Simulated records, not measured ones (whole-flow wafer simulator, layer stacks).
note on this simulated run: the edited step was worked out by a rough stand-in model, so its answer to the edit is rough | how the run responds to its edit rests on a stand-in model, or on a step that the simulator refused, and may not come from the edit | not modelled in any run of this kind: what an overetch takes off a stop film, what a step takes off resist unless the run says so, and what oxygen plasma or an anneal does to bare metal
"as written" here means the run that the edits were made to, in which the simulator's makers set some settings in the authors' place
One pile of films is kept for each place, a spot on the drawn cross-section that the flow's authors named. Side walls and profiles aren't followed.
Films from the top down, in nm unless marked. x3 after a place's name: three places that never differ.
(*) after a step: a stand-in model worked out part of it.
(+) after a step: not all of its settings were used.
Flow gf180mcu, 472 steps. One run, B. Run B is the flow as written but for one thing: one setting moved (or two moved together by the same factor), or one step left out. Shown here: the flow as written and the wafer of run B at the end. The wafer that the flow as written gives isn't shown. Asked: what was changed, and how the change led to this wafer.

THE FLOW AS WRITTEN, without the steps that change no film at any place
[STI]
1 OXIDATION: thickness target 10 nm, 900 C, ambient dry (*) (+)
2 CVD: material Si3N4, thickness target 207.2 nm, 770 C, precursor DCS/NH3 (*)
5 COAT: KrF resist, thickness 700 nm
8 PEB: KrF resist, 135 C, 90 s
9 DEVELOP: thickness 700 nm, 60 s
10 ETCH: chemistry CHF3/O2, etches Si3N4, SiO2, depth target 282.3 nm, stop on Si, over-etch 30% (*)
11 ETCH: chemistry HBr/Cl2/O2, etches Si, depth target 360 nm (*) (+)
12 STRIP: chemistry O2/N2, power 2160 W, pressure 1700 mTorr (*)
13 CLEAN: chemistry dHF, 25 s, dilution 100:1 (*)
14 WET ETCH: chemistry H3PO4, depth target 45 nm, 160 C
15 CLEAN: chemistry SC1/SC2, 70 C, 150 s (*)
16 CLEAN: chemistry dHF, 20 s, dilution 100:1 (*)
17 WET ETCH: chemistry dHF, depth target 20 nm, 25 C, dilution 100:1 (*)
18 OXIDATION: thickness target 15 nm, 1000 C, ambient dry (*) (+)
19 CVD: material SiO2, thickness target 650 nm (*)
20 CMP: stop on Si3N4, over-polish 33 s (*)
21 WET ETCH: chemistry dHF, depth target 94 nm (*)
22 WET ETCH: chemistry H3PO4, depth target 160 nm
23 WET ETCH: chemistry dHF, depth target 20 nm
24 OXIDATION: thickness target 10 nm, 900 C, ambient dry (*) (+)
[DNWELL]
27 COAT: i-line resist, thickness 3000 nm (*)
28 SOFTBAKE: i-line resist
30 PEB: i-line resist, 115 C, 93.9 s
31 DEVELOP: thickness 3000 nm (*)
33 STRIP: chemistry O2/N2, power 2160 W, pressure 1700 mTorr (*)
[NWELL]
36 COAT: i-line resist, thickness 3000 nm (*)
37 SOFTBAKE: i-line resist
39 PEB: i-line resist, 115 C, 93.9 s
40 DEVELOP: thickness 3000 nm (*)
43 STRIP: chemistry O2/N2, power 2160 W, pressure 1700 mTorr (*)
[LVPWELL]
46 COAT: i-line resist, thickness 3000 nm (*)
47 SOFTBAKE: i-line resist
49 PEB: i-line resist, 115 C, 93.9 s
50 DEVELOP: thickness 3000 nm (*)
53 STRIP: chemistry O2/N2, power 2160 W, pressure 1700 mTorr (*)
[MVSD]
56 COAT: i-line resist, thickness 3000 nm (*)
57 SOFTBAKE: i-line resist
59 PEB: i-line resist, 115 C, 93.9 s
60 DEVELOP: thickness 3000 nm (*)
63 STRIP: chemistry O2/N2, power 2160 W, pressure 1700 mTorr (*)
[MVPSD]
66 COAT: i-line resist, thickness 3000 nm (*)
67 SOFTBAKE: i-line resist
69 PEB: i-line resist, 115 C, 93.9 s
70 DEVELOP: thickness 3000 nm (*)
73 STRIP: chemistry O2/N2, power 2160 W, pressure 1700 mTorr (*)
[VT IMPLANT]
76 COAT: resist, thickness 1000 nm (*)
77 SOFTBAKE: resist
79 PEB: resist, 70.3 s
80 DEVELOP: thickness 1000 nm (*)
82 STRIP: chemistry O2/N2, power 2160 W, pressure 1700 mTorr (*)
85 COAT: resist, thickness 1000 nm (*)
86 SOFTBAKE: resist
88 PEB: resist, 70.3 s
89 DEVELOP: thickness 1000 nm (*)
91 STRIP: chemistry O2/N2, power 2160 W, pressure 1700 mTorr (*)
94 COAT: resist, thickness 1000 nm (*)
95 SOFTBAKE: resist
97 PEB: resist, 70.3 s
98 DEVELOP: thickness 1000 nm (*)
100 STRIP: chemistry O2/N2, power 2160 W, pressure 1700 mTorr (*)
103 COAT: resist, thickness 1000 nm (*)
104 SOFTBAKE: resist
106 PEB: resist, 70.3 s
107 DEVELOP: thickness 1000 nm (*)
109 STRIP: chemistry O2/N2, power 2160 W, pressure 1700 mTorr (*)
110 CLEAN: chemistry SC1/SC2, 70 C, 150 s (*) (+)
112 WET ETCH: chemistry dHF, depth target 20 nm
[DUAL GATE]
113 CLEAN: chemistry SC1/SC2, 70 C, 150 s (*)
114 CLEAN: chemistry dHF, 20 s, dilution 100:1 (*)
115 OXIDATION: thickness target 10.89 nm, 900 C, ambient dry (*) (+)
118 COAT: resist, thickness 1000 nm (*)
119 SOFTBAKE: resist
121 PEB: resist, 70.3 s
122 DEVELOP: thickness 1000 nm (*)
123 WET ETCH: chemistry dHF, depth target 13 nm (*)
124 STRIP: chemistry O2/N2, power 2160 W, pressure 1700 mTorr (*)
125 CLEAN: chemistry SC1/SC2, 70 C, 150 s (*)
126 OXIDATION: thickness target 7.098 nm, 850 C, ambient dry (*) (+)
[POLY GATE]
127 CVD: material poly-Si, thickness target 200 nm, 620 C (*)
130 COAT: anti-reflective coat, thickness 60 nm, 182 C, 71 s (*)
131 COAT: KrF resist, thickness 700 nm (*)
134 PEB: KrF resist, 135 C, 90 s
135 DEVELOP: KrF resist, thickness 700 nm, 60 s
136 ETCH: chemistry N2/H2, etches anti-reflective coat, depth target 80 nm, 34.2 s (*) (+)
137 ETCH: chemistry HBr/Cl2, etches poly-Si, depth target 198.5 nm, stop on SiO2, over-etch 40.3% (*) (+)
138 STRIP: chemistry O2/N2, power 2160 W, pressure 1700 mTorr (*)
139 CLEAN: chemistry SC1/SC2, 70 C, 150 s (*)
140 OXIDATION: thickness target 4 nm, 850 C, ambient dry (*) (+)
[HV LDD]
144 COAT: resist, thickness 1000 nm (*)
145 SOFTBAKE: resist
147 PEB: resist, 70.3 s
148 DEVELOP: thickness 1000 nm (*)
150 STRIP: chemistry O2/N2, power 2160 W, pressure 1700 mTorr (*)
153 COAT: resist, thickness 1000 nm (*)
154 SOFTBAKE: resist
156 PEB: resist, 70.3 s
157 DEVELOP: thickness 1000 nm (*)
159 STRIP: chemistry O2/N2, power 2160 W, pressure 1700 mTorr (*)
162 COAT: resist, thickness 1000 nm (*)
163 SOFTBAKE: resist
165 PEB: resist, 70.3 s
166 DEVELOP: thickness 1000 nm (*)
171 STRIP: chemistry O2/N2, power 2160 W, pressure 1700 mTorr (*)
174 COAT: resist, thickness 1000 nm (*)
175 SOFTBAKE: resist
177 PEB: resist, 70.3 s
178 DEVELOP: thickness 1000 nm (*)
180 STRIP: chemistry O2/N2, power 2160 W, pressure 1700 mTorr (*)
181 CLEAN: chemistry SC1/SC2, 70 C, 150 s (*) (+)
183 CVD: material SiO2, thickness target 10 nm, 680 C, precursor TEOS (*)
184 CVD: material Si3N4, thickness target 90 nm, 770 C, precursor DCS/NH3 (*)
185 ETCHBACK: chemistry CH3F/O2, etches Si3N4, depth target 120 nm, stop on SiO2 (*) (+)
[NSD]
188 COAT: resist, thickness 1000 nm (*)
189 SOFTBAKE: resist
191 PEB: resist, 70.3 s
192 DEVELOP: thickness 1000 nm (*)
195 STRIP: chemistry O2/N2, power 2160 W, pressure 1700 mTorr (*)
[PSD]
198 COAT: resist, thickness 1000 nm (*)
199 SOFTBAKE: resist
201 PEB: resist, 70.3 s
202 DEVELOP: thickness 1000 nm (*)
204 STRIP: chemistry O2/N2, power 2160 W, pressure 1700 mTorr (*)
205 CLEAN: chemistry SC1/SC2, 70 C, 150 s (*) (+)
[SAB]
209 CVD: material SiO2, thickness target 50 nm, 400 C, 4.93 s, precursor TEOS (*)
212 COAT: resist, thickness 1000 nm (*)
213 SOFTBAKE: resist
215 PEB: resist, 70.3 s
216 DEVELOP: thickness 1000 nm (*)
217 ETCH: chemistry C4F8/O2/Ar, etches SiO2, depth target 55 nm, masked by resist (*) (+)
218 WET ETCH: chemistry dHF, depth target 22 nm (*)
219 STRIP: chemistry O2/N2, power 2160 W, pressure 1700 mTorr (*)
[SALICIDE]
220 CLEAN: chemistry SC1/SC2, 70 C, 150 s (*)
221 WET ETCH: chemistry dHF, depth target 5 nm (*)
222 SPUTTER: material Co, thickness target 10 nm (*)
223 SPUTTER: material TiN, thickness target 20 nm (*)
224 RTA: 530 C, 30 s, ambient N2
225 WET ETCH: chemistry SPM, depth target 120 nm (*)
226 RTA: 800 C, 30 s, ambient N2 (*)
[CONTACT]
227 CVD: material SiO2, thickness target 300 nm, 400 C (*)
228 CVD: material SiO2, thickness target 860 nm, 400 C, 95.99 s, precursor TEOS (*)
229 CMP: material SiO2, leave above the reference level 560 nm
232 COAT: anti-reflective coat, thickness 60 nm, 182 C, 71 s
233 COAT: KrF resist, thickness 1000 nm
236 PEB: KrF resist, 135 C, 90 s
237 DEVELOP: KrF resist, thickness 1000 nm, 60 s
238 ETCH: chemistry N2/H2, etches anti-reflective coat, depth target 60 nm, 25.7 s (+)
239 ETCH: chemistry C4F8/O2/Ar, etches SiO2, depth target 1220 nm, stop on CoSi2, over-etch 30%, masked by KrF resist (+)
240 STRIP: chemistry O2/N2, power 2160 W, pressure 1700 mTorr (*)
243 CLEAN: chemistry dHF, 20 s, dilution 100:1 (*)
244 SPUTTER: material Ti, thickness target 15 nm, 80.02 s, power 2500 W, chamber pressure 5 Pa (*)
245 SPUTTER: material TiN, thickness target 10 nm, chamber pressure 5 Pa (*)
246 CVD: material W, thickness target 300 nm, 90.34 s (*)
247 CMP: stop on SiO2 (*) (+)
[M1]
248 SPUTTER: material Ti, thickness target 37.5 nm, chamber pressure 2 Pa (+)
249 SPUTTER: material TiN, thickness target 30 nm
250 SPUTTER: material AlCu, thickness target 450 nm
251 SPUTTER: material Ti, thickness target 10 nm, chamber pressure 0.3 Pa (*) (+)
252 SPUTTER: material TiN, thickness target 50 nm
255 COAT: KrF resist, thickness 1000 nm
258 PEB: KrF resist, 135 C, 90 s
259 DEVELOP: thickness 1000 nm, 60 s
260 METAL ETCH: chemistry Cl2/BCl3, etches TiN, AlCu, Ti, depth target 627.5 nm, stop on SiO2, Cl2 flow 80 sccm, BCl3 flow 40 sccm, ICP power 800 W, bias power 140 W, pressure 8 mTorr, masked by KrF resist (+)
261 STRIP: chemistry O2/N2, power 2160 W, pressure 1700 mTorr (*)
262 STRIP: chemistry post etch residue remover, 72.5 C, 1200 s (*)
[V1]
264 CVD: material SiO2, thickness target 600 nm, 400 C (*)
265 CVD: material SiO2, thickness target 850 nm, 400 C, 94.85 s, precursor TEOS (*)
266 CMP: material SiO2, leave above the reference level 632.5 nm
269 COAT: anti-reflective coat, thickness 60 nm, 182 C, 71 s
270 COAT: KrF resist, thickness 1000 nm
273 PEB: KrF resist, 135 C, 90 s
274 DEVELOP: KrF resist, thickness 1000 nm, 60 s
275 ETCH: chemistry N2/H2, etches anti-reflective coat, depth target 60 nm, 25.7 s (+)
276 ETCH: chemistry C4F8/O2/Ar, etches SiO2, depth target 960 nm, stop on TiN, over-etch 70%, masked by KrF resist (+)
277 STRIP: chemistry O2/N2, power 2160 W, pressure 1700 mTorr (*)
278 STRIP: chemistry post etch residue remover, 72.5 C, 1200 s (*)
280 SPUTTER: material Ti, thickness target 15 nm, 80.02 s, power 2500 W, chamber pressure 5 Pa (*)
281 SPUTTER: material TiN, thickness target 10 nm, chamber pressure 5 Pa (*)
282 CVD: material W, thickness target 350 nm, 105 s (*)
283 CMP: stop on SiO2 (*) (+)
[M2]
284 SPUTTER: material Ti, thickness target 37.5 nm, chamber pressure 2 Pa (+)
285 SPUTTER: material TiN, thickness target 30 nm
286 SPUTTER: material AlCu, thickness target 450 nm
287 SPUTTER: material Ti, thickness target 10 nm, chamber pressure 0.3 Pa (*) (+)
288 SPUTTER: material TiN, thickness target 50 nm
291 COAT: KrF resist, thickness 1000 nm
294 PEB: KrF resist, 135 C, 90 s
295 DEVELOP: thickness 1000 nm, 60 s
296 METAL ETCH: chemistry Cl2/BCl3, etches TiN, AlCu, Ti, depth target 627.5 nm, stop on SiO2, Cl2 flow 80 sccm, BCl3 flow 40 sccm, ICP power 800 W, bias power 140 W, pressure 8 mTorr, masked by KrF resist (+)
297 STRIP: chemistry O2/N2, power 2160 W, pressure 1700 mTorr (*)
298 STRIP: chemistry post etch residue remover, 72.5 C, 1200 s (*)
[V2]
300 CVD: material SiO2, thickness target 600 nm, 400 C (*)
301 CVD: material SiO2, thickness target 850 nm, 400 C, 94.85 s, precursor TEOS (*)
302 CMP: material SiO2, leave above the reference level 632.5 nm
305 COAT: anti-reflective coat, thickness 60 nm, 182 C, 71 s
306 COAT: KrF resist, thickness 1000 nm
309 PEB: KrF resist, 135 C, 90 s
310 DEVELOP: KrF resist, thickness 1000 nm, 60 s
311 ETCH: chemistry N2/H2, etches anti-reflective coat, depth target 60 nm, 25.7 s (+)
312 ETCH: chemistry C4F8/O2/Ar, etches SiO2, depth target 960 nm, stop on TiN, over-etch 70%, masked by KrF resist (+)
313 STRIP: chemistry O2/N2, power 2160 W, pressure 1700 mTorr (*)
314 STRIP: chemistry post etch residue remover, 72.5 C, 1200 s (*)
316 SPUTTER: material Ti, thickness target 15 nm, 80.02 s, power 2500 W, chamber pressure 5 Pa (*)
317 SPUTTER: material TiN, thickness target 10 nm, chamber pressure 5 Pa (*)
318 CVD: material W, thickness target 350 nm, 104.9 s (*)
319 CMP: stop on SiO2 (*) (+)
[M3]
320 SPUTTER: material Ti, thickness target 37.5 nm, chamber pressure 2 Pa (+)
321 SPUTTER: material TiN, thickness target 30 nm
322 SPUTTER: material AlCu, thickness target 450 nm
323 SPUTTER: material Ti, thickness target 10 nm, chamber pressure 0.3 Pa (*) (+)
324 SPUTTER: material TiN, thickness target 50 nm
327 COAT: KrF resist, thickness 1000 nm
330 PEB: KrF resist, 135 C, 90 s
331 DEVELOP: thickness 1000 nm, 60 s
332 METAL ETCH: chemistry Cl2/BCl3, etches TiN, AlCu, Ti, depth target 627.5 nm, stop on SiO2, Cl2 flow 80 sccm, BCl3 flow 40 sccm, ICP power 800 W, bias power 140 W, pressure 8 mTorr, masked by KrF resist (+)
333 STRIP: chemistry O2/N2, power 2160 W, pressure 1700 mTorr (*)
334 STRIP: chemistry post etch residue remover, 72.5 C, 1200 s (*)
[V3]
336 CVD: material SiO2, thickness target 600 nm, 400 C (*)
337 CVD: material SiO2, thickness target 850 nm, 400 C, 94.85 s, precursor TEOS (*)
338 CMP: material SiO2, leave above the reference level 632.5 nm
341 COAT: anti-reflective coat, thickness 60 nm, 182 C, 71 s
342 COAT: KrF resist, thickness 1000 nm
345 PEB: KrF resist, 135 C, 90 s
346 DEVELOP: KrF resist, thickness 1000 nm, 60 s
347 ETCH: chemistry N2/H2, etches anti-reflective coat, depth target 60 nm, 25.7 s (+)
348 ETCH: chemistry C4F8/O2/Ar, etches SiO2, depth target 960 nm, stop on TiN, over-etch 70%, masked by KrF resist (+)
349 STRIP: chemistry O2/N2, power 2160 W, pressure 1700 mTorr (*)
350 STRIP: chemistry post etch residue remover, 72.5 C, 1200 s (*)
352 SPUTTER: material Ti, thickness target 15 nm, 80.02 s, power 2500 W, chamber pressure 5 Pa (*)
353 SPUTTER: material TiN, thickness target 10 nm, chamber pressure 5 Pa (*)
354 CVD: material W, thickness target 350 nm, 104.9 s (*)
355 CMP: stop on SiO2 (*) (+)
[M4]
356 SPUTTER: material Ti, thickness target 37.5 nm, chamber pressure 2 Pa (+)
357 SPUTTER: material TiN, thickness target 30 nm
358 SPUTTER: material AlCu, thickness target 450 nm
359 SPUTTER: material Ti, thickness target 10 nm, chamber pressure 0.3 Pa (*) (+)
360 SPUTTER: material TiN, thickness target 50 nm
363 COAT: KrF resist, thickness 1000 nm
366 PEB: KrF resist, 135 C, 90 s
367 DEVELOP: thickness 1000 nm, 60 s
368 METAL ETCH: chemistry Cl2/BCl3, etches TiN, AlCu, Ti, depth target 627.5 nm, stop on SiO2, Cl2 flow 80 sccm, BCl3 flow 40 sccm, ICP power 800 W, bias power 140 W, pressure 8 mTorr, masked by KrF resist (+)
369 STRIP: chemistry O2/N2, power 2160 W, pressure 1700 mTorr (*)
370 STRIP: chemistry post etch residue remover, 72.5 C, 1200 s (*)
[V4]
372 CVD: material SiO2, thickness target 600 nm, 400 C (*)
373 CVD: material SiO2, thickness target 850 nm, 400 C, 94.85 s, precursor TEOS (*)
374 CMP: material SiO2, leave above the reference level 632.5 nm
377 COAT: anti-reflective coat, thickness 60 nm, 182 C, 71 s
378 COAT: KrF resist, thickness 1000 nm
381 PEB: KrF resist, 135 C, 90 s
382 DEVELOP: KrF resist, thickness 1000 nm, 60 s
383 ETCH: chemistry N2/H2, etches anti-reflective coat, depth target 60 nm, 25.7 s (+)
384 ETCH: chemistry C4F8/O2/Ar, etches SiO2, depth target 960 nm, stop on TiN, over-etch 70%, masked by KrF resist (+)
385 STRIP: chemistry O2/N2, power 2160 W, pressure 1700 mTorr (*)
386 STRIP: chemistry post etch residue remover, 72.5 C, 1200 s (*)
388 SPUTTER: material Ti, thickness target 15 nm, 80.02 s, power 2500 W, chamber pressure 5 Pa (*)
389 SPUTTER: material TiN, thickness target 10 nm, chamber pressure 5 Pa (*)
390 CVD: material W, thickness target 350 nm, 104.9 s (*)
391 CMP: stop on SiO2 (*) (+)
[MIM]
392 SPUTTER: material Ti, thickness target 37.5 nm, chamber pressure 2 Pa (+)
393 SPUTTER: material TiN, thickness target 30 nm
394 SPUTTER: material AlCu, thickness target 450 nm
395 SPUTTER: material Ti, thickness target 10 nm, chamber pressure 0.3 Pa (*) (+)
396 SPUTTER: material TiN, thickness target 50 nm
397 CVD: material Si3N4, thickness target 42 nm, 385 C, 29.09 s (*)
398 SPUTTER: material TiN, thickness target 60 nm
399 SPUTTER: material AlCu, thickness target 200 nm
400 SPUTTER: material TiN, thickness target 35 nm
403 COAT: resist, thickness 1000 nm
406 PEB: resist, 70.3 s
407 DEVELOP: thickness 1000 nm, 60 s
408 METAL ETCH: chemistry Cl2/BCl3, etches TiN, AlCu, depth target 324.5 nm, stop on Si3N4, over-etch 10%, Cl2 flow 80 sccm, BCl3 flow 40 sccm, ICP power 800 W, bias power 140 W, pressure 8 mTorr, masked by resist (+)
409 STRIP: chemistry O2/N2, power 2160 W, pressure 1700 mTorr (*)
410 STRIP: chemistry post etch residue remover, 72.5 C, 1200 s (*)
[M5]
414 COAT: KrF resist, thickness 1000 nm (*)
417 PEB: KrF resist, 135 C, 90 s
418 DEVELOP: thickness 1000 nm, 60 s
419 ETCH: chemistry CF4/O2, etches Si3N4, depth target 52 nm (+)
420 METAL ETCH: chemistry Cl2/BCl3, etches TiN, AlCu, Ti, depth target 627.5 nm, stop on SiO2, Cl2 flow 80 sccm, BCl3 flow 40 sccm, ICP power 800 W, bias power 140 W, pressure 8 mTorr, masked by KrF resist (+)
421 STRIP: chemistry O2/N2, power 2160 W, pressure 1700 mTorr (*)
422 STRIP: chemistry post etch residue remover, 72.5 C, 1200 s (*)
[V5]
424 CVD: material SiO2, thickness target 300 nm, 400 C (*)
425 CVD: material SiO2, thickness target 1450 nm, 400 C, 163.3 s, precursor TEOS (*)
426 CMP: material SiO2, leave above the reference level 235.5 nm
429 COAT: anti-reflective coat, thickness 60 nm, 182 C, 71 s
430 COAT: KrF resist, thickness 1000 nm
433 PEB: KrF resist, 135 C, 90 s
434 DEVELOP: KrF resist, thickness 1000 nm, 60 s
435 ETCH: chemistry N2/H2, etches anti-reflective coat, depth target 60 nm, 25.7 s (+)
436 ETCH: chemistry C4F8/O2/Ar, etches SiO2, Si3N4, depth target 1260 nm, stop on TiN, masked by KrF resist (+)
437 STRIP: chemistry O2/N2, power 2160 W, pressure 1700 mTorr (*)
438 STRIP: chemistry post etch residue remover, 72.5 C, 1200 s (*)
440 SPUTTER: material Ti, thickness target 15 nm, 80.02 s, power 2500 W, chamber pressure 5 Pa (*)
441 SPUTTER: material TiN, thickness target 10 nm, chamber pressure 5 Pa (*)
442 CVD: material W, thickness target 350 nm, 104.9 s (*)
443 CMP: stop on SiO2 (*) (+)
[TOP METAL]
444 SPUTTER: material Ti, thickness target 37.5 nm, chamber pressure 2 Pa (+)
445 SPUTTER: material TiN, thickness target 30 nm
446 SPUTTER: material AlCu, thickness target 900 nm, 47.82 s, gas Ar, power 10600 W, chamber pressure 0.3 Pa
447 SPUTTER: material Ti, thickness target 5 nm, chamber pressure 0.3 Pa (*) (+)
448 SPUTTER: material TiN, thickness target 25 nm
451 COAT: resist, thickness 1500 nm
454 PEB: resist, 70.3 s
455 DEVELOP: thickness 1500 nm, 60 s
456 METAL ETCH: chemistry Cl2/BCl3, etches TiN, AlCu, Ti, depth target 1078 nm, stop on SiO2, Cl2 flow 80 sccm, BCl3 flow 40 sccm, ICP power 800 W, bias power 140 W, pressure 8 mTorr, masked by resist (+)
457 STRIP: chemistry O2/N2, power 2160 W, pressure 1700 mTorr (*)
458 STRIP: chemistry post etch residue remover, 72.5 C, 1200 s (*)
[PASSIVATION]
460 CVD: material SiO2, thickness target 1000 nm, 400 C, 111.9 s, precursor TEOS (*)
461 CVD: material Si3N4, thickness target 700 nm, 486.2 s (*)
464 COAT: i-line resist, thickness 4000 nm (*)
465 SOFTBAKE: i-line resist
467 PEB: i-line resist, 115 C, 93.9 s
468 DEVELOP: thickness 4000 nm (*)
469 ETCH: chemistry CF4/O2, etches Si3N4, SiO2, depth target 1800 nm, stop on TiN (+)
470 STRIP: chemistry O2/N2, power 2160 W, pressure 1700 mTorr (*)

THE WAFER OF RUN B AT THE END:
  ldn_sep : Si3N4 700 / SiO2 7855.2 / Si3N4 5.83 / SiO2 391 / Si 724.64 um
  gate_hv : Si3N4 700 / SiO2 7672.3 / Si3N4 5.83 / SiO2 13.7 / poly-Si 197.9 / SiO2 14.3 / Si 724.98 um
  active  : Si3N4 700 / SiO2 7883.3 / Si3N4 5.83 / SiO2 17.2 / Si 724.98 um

The cause: step 184, CVD: thickness target 130 nm was run, where the flow has thickness target 90 nm.

How the change led to this, step by step:
  184 CVD: material Si3N4, thickness target 90 nm, 770 C, precursor DCS/NH3 (*)
      field, field__w1, field__w2 and 101 more: Si3N4 +130 (new film) (as written it would be: Si3N4 +90 (new film))
  185 ETCHBACK: chemistry CH3F/O2, etches Si3N4, depth target 120 nm, stop on SiO2 (*) (+)
      field, field__w1, field__w2 and 100 more: Si3N4 -120 (as written it would be: Si3N4 -90 (all of it), SiO2 -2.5)
  188 COAT: resist, thickness 1000 nm (*)
      spacer: resist +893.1 (new film) (as written it would be: resist +920.2 (new film))
  189 SOFTBAKE: resist
      field__w9: resist -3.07 (as written it would be: resist +6.92)
      field__w11: resist -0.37 (as written it would be: resist +0.14)
      (and at 21 more places)
  192 DEVELOP: thickness 1000 nm (*)
      spacer: resist -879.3 (all of it) (as written it would be: resist -905.9 (all of it))
  198 COAT: resist, thickness 1000 nm (*)
      spacer: resist +893.1 (new film) (as written it would be: resist +920.2 (new film))
  199 SOFTBAKE: resist
      field__w9: resist -3.07 (as written it would be: resist +6.92)
      field__w11: resist -0.37 (as written it would be: resist +0.14)
      (and at 21 more places)
  204 STRIP: chemistry O2/N2, power 2160 W, pressure 1700 mTorr (*)
      spacer: resist -879.3 (all of it) (as written it would be: resist -905.9 (all of it))
  205 CLEAN: chemistry SC1/SC2, 70 C, 150 s (*) (+)
      field, field__w1, field__w2 and 105 more: Si3N4 -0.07 (as written it would be: SiO2 -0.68)
  209 CVD: material SiO2, thickness target 50 nm, 400 C, 4.93 s, precursor TEOS (*)
      field, field__w7, field__w8 and 73 more: SiO2 +50 (new film) (as written it would be: SiO2 +50)
      field_sub__w1, field_sub__w3, field_sub__w4, field_sub__w5, ld_drift_n: SiO2 +48.8 (new film) (as written it would be: SiO2 +48.9)
      (and at 27 more places)
  212 COAT: resist, thickness 1000 nm (*)
      spacer: resist +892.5 (new film) (as written it would be: resist +919.4 (new film))
  213 SOFTBAKE: resist
      npoly_sal: resist +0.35 (as written it would be: resist -0.55)
      field__w5: resist +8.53 (as written it would be: resist +7.65)
      (and at 10 more places)
  216 DEVELOP: thickness 1000 nm (*)
      spacer: resist -878.7 (all of it) (as written it would be: resist -905.1 (all of it))
  217 ETCH: chemistry C4F8/O2/Ar, etches SiO2, depth target 55 nm, masked by resist (*) (+)
      field, field__w7, field__w8 and 70 more: SiO2 -50 (all of it), Si3N4 -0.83 (as written it would be: SiO2 -55)
      field_sub__w1, field_sub__w3, field_sub__w4, field_sub__w5, ld_drift_n: SiO2 -48.8 (all of it), Si3N4 -1.04 (as written it would be: SiO2 -55)
      (and at 21 more places)
  218 WET ETCH: chemistry dHF, depth target 22 nm (*)
      gate, gate_hv, gate_p and 23 more: Si3N4 -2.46 (as written it would be: SiO2 -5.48 (all of it))
      field, field__w10, sti and 14 more: Si3N4 -2.46 (as written it would be: SiO2 -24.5)
      (and at 56 more places)
  219 STRIP: chemistry O2/N2, power 2160 W, pressure 1700 mTorr (*)
      gate, gate_hv, gate_p and 23 more: nothing (as written it would be: chemical SiO2 +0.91 (new film), poly-Si -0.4)
      active, p_well, sd_n and 20 more: nothing (as written it would be: chemical SiO2 +0.91 (new film), Si -0.4)
  ... 14 more steps ...
  471 ANNEAL: 400 C, 1800 s, ambient N2/H2
      polyc_n, polyc_p: under 9 films: void +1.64 (new film), Ti -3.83, TiSi first +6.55 (new film), poly-Si -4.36 (as written it would be: nothing)
      contact: under 49 films: void +1.62 (new film), Ti -3.83, TiSi first +6.55 (new film), Si -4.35 (as written it would be: nothing)
Counting metal films that touch as one body, gate_hv has 0 bodies; the flow as written gives 1 body.
Counting metal films that touch as one body, active has 0 bodies; the flow as written gives 1 body.
